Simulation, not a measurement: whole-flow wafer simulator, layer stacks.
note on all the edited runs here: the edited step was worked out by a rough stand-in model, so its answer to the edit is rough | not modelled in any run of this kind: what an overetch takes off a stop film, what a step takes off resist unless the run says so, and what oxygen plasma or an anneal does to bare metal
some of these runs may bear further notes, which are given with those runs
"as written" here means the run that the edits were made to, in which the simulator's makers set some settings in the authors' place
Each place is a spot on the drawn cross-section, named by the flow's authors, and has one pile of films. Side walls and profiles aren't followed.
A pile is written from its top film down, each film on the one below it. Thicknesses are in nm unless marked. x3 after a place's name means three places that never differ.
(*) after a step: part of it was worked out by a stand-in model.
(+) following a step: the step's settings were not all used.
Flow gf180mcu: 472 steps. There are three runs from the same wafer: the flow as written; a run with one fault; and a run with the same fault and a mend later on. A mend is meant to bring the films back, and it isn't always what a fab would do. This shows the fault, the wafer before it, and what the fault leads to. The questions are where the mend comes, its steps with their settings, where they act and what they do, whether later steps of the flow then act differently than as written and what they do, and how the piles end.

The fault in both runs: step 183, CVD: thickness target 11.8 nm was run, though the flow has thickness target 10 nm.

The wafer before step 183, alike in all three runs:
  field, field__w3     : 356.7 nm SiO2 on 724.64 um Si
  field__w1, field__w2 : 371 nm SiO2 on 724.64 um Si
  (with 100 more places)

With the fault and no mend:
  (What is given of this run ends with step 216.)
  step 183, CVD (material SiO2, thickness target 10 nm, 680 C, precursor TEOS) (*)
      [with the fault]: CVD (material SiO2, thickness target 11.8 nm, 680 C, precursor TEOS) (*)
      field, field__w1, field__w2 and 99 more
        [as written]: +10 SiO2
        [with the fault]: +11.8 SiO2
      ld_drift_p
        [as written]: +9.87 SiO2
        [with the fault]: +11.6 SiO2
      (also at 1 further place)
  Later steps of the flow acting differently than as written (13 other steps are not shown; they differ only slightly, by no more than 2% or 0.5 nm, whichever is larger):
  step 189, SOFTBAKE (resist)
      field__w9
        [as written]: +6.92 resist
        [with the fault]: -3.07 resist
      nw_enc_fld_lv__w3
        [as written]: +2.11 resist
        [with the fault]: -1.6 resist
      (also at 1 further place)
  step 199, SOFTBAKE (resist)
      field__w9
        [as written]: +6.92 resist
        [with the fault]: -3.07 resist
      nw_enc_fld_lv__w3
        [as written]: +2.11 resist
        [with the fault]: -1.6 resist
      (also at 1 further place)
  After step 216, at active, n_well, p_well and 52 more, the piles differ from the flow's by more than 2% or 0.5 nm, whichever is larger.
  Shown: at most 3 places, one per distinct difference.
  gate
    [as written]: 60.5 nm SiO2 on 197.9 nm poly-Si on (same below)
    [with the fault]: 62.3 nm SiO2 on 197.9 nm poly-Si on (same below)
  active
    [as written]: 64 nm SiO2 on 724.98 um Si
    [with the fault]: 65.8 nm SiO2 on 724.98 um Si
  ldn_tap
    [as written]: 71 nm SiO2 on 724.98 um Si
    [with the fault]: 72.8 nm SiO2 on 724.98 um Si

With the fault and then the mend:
  The mend follows step 216.
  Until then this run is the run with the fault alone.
  step 217, ETCH (chemistry C4F8/O2/Ar, etches SiO2, depth target 56.8 nm, masked by resist) (*) (+) (the flow's step 217, where the flow has depth target 55 nm)
      field, field__w1, field__w2 and 96 more
        -56.8 SiO2
      field__w5, field__w9, field__w13 and 8 more
        -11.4 resist
      spacer
        -50 SiO2 (all of it), -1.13 Si3N4
  Later steps of the flow that are run all act as written at every place that is followed, up to a difference of at most 2% or 0.5 nm, whichever is larger.
  At spacer, the piles at the end differ from the flow's by more than 2% or 0.5 nm, whichever is larger.
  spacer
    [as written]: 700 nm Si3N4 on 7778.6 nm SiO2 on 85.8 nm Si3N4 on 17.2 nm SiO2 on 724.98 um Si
    [with the mend]: 700 nm Si3N4 on 7777.1 nm SiO2 on 85.5 nm Si3N4 on 19 nm SiO2 on 724.98 um Si
